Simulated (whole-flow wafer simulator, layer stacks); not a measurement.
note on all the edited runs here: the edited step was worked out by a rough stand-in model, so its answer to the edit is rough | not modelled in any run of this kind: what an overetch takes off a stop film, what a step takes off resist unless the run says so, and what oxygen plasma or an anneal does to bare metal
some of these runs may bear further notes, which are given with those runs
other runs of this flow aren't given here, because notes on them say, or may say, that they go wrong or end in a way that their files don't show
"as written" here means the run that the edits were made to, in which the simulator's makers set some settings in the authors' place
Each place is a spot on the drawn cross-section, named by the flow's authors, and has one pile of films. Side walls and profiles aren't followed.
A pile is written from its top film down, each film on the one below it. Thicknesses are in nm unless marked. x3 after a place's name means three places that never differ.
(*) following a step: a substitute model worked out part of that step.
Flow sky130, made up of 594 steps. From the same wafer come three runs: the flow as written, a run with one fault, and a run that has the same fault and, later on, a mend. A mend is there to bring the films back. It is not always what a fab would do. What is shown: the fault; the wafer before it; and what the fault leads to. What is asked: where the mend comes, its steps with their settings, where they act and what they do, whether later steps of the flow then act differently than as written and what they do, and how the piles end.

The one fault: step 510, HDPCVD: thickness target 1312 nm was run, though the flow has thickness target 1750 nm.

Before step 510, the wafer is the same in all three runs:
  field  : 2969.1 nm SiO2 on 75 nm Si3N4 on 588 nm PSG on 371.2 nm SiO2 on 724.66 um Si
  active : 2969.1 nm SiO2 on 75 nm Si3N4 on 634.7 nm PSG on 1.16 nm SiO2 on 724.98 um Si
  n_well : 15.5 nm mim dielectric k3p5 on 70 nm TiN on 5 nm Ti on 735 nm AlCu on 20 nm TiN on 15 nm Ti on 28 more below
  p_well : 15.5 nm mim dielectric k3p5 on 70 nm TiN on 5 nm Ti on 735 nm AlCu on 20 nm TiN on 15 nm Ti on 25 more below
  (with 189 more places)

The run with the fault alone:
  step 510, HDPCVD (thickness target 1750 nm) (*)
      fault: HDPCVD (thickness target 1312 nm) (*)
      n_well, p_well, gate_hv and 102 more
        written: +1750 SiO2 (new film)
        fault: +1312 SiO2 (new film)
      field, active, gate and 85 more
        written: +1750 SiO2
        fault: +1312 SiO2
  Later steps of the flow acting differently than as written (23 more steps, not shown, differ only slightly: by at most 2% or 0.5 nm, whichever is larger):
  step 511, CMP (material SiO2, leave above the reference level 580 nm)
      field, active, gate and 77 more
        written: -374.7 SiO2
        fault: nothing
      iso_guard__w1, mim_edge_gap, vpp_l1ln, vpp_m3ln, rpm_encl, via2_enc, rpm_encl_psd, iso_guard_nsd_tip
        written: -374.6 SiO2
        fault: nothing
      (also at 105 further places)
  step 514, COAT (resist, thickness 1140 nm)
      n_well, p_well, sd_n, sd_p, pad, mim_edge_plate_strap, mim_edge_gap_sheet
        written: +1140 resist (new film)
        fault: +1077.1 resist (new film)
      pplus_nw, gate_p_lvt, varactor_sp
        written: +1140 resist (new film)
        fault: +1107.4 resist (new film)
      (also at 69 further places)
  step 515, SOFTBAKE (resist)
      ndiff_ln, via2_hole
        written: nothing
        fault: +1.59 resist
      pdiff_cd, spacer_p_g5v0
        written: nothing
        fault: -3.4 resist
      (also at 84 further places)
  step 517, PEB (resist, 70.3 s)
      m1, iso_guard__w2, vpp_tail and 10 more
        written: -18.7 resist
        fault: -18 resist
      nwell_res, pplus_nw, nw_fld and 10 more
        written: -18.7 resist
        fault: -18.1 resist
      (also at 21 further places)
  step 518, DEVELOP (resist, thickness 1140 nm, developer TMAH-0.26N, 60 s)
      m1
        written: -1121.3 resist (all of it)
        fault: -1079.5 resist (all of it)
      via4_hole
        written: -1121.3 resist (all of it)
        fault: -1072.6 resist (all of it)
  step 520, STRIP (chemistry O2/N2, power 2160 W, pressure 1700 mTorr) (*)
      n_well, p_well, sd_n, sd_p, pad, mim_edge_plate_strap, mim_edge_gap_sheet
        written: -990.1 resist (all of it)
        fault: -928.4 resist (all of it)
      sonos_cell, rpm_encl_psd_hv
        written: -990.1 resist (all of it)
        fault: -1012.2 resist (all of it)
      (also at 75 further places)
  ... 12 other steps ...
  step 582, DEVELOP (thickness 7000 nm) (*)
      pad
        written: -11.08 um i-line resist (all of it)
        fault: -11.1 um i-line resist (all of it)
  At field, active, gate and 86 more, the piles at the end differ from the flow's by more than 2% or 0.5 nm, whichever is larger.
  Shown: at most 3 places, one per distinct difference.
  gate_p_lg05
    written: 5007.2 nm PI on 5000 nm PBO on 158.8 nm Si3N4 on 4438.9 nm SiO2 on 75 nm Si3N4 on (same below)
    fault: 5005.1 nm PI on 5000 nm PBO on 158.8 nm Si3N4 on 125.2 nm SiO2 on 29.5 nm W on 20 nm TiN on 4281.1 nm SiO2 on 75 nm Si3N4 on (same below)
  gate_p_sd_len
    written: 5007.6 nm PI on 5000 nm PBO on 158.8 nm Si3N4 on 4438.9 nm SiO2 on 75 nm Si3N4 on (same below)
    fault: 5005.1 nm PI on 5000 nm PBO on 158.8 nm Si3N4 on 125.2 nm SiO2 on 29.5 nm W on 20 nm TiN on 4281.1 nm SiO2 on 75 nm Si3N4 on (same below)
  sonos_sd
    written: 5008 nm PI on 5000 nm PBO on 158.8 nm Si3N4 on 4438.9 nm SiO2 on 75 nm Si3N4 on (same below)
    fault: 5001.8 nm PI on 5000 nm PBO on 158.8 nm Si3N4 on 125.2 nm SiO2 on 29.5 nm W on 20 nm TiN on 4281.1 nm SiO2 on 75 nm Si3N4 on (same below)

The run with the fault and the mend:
  After step 510 comes the mend.
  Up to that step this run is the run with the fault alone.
  step 510a, HDPCVD (thickness target 438 nm) (*) (a further turn of the flow's step 510, with different settings)
      field, active, n_well and 190 more
        +438 SiO2
  None of the later steps of the flow acts differently than as written at any place that is followed.
  By the end, the piles equal the flow's at every place that both follow.
